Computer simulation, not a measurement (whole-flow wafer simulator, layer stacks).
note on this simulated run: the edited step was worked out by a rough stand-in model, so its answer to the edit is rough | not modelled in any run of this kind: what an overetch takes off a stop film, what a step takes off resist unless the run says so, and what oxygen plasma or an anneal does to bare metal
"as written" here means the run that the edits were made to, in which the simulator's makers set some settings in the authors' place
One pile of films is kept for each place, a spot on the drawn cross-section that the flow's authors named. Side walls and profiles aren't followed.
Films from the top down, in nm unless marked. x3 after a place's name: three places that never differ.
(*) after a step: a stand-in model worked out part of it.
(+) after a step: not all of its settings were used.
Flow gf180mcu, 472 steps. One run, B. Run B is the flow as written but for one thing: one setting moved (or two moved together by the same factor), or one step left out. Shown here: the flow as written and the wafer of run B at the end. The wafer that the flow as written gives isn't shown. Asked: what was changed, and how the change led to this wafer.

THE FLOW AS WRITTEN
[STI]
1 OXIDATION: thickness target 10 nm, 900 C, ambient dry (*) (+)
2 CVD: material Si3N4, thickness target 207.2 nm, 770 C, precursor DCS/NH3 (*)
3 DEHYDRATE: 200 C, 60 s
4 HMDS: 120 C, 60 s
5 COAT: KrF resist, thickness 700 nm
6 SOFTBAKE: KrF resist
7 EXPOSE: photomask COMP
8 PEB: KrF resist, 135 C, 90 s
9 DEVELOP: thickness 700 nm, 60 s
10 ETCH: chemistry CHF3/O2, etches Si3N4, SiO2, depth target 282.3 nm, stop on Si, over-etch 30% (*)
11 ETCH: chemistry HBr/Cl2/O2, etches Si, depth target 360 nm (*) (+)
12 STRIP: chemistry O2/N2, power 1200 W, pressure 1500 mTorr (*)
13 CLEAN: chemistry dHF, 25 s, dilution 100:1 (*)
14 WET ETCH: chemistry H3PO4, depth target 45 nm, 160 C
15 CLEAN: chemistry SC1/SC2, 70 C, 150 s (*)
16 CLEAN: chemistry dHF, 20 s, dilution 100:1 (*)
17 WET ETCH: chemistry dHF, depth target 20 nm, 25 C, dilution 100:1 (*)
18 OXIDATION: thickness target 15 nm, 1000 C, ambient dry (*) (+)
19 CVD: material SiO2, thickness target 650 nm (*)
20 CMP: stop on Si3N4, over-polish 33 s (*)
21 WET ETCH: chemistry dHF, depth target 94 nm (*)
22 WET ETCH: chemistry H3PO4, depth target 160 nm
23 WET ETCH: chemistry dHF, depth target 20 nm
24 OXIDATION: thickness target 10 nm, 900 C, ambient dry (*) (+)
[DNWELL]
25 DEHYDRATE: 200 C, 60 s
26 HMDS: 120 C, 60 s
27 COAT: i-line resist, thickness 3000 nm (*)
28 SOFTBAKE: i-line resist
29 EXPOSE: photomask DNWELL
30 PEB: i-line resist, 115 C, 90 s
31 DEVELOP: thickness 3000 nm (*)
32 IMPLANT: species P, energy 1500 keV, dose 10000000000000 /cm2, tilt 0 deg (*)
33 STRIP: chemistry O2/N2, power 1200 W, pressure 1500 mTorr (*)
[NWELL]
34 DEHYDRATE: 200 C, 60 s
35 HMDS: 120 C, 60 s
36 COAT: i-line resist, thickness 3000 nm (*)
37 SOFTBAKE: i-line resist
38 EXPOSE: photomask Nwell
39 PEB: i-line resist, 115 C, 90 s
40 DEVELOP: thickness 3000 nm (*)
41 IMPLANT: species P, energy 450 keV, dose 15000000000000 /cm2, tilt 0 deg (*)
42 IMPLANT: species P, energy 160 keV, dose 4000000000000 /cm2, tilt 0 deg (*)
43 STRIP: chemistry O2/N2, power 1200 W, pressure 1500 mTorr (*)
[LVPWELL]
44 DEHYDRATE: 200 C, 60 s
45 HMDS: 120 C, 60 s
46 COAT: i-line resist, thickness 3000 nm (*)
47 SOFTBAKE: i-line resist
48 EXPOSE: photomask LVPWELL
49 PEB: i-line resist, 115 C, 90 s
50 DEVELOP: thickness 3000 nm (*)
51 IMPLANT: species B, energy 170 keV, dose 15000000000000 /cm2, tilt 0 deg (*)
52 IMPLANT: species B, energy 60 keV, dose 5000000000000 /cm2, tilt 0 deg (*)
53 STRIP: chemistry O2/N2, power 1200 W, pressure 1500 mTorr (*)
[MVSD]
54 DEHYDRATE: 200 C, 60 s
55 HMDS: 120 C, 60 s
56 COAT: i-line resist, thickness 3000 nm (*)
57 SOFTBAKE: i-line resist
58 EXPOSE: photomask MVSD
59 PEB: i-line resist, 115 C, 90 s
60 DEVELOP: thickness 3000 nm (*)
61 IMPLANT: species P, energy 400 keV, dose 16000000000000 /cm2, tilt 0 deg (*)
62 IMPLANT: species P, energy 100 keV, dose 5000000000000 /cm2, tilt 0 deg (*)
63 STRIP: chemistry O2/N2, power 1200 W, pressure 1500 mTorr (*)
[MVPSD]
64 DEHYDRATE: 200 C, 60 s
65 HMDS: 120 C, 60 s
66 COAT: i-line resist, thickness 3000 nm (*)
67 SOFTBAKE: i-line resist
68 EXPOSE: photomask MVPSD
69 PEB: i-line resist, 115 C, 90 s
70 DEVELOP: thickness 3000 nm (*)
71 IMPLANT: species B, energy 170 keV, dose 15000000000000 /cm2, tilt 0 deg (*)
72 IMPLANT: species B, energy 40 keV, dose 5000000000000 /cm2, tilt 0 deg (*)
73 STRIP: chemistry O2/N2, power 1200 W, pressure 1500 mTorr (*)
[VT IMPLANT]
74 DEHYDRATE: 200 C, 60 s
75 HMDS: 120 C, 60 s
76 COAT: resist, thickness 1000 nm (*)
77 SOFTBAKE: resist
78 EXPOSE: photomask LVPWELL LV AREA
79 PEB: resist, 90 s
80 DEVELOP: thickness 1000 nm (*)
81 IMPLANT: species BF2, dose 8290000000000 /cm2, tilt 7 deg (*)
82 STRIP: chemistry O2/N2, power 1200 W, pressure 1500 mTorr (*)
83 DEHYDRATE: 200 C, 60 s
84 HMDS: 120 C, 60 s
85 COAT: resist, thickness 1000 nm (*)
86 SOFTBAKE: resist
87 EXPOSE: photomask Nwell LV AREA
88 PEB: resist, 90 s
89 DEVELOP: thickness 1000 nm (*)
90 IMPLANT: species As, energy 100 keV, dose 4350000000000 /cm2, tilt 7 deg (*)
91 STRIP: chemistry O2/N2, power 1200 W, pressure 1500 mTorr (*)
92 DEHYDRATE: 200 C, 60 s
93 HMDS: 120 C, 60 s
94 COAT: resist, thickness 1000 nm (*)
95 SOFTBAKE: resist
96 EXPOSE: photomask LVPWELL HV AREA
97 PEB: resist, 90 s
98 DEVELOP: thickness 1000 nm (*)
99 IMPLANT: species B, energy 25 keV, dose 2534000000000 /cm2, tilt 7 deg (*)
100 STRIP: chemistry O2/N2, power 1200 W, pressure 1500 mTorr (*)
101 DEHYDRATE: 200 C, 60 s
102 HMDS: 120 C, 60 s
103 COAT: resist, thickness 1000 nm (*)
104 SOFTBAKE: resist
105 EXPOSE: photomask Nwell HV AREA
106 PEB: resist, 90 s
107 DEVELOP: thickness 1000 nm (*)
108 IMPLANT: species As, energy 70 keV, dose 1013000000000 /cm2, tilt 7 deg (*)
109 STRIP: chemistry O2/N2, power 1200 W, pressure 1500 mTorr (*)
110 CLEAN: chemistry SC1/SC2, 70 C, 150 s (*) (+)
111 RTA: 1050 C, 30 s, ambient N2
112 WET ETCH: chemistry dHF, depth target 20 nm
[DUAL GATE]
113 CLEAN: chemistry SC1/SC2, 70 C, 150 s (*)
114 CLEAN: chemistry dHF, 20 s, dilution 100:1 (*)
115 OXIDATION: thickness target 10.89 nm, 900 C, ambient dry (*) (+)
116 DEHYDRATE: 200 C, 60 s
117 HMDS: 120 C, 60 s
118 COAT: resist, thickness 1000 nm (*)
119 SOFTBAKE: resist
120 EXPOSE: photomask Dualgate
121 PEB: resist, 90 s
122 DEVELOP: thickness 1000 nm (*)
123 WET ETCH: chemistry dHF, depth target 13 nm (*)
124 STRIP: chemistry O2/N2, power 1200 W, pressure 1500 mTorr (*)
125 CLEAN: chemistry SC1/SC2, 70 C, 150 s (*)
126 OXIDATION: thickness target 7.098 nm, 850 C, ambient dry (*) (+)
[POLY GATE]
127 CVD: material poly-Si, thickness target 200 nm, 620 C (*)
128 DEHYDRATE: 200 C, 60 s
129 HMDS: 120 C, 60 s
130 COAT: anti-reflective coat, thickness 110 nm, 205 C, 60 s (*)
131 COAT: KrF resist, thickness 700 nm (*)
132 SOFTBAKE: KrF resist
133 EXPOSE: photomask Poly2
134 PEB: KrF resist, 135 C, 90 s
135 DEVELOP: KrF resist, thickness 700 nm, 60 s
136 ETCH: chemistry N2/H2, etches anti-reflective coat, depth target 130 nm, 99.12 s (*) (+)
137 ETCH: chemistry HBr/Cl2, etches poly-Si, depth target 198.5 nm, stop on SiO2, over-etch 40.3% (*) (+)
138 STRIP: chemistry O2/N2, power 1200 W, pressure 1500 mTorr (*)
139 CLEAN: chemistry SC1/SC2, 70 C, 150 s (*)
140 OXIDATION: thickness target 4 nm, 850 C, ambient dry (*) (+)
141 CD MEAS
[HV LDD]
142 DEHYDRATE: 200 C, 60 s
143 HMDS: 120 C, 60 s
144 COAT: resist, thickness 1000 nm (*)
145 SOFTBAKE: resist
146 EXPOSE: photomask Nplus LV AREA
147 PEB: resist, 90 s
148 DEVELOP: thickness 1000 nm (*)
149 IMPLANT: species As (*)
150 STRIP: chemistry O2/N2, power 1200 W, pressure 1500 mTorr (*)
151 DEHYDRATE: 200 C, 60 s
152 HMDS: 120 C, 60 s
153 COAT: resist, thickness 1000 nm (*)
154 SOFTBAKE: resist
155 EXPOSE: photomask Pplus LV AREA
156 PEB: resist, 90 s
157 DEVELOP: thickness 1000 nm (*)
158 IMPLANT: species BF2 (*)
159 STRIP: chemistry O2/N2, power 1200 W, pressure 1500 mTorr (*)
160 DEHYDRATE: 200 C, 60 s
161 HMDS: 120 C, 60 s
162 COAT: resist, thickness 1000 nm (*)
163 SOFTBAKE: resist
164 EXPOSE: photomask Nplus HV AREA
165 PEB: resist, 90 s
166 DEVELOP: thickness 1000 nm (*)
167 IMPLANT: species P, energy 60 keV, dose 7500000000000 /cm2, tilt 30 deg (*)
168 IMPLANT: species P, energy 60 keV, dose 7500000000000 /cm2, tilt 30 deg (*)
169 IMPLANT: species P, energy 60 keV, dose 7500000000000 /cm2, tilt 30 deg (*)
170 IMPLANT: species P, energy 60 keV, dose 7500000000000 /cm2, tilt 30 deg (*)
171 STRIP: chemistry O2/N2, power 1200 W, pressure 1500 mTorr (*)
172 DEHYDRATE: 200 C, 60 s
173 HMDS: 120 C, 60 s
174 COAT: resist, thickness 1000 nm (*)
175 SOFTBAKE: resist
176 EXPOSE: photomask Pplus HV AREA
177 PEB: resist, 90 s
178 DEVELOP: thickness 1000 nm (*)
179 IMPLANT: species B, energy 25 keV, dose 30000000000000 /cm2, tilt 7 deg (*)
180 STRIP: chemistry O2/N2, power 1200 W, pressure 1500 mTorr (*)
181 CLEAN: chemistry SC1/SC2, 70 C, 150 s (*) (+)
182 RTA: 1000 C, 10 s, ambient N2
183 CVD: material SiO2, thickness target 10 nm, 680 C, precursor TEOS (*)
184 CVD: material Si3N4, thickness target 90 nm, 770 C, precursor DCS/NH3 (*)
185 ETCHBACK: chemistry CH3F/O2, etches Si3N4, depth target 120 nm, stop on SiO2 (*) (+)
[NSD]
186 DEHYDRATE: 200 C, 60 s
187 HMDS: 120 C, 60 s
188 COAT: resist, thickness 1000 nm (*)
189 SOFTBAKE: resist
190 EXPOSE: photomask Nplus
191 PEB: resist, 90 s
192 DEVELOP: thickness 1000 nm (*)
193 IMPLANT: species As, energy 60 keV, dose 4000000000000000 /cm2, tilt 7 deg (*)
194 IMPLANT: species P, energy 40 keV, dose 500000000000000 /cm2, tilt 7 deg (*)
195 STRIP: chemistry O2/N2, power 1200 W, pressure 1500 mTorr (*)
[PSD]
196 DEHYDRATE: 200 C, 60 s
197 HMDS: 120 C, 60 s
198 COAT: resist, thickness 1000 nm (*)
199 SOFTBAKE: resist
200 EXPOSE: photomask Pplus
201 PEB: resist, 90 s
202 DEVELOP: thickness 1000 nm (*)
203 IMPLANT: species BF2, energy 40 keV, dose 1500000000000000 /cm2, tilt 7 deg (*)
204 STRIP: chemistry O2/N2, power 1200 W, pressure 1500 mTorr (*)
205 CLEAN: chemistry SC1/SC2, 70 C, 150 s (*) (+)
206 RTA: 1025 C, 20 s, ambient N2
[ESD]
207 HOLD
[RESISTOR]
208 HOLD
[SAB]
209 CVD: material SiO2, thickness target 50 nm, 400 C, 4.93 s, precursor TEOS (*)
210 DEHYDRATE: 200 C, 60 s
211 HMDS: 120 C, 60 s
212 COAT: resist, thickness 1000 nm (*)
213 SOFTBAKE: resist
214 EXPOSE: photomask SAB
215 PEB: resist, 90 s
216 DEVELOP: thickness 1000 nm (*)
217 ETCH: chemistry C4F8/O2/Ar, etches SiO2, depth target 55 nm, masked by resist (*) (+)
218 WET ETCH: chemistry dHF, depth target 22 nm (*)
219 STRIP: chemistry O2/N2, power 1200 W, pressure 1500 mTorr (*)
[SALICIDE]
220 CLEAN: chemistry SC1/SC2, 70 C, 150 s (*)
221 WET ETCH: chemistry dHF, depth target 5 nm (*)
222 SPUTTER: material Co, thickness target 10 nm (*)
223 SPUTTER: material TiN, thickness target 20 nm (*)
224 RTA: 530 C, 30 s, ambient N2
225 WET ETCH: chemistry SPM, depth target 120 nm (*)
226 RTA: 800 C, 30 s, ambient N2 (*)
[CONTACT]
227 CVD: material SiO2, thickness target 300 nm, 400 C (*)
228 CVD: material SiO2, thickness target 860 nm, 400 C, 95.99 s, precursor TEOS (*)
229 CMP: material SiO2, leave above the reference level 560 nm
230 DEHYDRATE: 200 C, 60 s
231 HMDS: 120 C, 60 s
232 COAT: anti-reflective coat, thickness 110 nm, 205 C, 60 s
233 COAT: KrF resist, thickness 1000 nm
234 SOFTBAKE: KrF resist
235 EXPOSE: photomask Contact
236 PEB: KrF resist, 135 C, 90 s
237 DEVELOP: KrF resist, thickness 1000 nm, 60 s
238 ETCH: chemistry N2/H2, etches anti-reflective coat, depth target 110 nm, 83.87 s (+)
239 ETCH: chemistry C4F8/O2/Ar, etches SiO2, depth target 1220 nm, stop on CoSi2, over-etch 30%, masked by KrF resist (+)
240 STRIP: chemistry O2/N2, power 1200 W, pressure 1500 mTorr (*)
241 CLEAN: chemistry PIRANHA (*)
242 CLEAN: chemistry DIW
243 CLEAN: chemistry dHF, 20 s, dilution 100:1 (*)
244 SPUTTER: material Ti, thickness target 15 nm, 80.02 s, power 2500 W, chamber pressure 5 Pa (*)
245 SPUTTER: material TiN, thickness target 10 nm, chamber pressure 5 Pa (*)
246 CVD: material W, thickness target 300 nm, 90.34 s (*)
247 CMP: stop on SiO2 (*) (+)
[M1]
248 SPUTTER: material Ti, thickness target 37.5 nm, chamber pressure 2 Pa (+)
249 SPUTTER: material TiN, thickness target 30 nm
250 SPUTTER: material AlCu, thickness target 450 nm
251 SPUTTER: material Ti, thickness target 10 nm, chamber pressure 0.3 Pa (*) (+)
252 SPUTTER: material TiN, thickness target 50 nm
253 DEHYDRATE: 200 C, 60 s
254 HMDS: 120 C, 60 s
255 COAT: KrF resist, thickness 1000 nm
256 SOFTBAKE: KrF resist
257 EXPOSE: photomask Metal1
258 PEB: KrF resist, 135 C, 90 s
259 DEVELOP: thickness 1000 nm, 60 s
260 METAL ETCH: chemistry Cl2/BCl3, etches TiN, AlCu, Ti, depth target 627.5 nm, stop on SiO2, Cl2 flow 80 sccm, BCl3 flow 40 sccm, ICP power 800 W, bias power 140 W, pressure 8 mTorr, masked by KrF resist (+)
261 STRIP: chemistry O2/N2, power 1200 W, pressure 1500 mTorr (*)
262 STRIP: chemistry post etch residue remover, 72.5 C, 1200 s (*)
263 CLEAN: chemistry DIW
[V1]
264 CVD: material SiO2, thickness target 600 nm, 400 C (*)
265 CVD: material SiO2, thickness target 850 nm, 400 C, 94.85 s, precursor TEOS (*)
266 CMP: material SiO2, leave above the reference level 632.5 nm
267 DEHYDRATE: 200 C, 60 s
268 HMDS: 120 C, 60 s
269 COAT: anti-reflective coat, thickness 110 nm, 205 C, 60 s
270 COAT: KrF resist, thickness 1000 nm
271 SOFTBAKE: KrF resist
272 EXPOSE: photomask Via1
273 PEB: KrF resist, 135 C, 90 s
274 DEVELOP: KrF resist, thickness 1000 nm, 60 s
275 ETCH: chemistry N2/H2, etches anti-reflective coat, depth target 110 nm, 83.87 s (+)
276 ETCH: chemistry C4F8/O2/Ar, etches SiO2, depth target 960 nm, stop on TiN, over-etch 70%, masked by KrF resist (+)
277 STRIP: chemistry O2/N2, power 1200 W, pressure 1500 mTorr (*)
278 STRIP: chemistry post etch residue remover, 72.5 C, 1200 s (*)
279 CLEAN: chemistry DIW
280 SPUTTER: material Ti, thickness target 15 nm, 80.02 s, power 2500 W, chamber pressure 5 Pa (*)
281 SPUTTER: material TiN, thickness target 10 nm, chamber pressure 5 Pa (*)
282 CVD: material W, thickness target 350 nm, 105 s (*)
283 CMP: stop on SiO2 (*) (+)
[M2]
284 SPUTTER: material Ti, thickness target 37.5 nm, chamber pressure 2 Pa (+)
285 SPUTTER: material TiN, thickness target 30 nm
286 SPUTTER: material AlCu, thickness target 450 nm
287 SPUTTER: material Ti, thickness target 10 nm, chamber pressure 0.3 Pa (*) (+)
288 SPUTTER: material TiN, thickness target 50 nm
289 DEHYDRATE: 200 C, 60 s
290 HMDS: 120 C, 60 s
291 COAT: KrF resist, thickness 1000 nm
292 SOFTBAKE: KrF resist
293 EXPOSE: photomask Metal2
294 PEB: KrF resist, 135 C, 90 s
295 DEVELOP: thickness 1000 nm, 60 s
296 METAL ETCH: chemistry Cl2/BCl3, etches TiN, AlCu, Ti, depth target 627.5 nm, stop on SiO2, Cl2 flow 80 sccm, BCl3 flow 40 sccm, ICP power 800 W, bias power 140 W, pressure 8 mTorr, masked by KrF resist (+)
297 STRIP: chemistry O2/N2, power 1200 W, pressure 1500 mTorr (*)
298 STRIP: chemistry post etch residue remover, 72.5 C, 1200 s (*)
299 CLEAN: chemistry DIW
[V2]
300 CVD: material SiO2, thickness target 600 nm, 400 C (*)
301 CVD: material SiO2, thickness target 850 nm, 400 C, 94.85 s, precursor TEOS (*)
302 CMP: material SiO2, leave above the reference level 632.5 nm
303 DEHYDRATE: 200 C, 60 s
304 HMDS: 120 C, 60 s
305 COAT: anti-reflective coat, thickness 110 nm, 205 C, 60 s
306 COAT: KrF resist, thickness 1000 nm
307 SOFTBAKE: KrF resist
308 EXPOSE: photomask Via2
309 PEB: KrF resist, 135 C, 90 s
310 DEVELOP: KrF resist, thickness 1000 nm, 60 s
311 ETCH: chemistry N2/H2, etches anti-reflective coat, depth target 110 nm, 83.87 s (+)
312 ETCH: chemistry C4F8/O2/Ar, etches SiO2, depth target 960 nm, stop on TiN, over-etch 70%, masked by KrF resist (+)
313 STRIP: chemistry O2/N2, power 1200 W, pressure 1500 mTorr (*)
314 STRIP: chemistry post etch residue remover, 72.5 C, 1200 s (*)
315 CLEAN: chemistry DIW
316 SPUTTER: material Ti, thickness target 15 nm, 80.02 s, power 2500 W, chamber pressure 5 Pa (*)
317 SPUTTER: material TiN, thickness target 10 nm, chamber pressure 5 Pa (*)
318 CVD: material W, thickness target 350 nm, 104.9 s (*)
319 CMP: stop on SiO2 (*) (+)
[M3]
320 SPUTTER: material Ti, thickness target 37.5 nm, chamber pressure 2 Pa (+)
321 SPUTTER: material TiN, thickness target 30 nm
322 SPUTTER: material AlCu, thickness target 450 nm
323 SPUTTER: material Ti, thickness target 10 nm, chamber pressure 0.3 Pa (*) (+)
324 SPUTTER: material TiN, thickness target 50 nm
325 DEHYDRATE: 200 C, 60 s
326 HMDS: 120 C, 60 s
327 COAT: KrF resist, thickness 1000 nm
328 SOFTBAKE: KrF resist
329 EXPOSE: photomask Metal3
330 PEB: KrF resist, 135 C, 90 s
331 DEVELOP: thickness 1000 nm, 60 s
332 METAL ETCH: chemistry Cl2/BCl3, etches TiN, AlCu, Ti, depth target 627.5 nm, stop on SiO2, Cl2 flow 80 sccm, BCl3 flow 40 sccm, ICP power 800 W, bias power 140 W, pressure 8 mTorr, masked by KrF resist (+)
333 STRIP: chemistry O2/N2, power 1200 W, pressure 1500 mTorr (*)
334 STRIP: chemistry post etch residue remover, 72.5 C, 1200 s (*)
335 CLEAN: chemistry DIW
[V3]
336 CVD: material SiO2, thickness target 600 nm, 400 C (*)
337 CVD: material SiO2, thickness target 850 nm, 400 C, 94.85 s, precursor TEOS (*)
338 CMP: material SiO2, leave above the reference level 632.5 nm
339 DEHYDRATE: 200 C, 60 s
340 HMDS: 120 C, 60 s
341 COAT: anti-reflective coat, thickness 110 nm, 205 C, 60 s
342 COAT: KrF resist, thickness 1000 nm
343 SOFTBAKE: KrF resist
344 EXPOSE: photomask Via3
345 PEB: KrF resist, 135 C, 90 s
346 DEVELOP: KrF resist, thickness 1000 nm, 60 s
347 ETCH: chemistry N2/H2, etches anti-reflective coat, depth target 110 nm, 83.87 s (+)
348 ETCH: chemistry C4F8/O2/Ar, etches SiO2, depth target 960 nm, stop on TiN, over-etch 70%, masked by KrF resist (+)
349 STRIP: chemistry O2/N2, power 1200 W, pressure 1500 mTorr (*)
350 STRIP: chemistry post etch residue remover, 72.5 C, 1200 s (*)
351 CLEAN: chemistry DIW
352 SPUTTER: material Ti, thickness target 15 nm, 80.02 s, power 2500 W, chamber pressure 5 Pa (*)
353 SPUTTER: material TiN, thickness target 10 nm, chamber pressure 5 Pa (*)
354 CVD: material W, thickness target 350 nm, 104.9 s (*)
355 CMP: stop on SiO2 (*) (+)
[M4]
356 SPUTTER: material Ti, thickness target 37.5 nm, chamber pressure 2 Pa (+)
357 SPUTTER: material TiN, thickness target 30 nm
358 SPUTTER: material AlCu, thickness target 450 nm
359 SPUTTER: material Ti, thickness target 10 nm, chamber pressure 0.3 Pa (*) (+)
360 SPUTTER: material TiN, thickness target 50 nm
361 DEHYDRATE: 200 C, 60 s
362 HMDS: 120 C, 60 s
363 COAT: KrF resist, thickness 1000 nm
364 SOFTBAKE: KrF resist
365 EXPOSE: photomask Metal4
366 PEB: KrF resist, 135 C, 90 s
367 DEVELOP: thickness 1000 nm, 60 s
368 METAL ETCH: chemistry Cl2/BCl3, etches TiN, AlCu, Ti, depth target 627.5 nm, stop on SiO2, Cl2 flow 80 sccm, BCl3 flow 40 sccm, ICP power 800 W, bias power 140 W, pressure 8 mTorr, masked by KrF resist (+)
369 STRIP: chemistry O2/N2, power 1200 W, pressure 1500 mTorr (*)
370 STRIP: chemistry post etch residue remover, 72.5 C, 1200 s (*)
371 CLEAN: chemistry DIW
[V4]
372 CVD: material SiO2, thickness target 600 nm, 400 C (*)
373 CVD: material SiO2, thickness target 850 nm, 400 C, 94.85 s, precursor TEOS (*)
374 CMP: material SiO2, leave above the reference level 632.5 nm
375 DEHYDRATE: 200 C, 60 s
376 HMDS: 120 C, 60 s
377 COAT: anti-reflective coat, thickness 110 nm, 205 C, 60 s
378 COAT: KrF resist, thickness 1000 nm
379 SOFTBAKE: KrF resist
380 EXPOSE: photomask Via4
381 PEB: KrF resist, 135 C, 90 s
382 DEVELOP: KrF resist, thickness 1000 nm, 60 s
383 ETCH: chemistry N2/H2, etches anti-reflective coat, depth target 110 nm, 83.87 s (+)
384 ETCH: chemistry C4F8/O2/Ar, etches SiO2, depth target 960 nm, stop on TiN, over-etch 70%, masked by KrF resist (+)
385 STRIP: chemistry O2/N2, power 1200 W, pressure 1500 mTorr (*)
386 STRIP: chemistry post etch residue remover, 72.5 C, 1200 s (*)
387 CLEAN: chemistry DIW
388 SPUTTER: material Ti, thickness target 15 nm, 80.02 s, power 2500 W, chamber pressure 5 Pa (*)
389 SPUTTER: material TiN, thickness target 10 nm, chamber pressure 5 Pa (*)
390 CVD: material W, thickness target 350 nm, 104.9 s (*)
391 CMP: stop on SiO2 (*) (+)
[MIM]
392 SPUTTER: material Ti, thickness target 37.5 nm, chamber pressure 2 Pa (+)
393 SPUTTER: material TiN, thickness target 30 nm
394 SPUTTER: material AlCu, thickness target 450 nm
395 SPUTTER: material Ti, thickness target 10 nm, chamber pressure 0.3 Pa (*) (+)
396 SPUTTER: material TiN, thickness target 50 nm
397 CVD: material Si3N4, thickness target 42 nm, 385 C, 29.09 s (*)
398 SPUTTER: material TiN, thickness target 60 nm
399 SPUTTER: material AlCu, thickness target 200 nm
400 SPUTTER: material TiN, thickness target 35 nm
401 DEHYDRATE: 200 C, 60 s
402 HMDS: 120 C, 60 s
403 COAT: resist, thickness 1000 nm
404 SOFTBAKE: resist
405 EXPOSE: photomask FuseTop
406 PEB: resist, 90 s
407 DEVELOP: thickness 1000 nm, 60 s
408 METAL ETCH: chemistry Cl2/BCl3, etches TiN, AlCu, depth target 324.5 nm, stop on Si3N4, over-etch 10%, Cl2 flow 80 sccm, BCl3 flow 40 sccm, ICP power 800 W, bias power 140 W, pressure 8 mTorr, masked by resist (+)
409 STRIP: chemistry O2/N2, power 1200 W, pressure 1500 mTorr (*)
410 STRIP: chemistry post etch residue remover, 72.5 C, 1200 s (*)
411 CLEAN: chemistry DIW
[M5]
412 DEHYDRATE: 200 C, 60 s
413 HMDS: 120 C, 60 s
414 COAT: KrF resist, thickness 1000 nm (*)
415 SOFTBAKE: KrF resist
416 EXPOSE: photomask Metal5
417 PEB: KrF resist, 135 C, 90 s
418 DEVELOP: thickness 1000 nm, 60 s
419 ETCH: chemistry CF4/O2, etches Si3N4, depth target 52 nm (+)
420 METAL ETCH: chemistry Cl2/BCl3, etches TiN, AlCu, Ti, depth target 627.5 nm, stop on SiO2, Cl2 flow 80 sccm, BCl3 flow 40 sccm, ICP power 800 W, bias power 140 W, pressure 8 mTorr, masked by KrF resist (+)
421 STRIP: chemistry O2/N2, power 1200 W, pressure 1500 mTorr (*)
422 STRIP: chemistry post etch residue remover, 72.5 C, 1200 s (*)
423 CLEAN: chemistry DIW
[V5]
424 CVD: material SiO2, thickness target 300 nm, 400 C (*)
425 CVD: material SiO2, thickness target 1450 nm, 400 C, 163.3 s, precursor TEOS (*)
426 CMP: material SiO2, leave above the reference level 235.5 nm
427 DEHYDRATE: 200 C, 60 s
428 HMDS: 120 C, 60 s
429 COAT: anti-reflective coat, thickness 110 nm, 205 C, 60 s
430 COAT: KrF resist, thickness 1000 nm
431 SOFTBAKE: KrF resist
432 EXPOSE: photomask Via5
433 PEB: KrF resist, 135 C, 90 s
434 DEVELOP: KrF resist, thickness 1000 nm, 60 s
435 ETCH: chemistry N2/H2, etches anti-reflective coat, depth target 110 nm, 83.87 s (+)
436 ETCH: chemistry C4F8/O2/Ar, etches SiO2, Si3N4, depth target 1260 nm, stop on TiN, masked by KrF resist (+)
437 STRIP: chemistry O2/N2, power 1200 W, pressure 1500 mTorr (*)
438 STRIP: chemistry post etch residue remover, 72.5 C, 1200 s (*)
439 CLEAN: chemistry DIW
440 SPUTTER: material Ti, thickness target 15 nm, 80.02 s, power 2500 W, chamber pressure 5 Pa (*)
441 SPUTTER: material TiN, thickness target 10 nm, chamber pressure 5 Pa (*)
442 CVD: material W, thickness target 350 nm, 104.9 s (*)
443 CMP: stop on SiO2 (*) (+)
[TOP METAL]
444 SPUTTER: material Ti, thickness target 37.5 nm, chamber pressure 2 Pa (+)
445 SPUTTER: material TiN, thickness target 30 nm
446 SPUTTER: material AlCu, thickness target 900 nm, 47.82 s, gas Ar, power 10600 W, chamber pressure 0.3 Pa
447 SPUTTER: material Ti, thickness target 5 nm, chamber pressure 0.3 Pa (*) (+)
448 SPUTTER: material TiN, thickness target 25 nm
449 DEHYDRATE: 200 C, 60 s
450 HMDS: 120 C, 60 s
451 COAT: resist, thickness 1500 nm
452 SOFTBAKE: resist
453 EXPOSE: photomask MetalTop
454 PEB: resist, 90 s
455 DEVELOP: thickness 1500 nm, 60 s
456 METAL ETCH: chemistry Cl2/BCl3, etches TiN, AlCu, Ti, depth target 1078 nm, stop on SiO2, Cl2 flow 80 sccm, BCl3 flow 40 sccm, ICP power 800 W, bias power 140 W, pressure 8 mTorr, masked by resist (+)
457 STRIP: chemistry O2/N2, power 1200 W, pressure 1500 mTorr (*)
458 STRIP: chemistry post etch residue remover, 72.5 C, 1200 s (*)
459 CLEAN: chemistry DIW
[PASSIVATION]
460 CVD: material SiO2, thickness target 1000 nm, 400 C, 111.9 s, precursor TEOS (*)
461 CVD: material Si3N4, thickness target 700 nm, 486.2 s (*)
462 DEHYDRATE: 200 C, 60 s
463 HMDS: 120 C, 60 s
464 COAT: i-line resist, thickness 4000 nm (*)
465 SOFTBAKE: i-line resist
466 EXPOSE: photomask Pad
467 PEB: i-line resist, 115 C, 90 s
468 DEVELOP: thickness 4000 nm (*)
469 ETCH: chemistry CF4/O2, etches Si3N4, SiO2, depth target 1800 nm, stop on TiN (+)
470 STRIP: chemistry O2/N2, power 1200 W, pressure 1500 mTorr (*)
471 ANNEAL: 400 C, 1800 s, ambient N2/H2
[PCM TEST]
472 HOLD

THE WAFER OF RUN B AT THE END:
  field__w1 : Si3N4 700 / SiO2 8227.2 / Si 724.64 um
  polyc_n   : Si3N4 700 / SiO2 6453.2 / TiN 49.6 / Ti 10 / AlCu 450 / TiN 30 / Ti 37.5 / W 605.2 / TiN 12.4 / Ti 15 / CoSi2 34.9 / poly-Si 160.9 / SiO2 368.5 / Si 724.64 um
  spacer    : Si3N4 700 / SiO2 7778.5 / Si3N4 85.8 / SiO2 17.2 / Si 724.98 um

The cause: step 245, SPUTTER: thickness target 12.4 nm was run, where the flow has thickness target 10 nm.
It can be read off the wafer: polyc_n has TiN 12.4, and step 245 as written asks for 10 nm.

How the change led to this, step by step:
  245 SPUTTER: material TiN, thickness target 10 nm, chamber pressure 5 Pa (*)
      field, field__w1, field__w2 and 107 more: TiN +12.4 (new film) (as written it would be: TiN +10 (new film))
      contact: TiN +6.79 (new film) (as written it would be: TiN +5.48 (new film))
  247 CMP: stop on SiO2 (*) (+)
      field, field__w1, field__w2 and 105 more: W -300 (all of it), TiN -12.4 (all of it), Ti -15 (all of it), SiO2 -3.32 (as written it would be: W -300 (all of it), TiN -10 (all of it), Ti -15 (all of it), SiO2 -3.29)
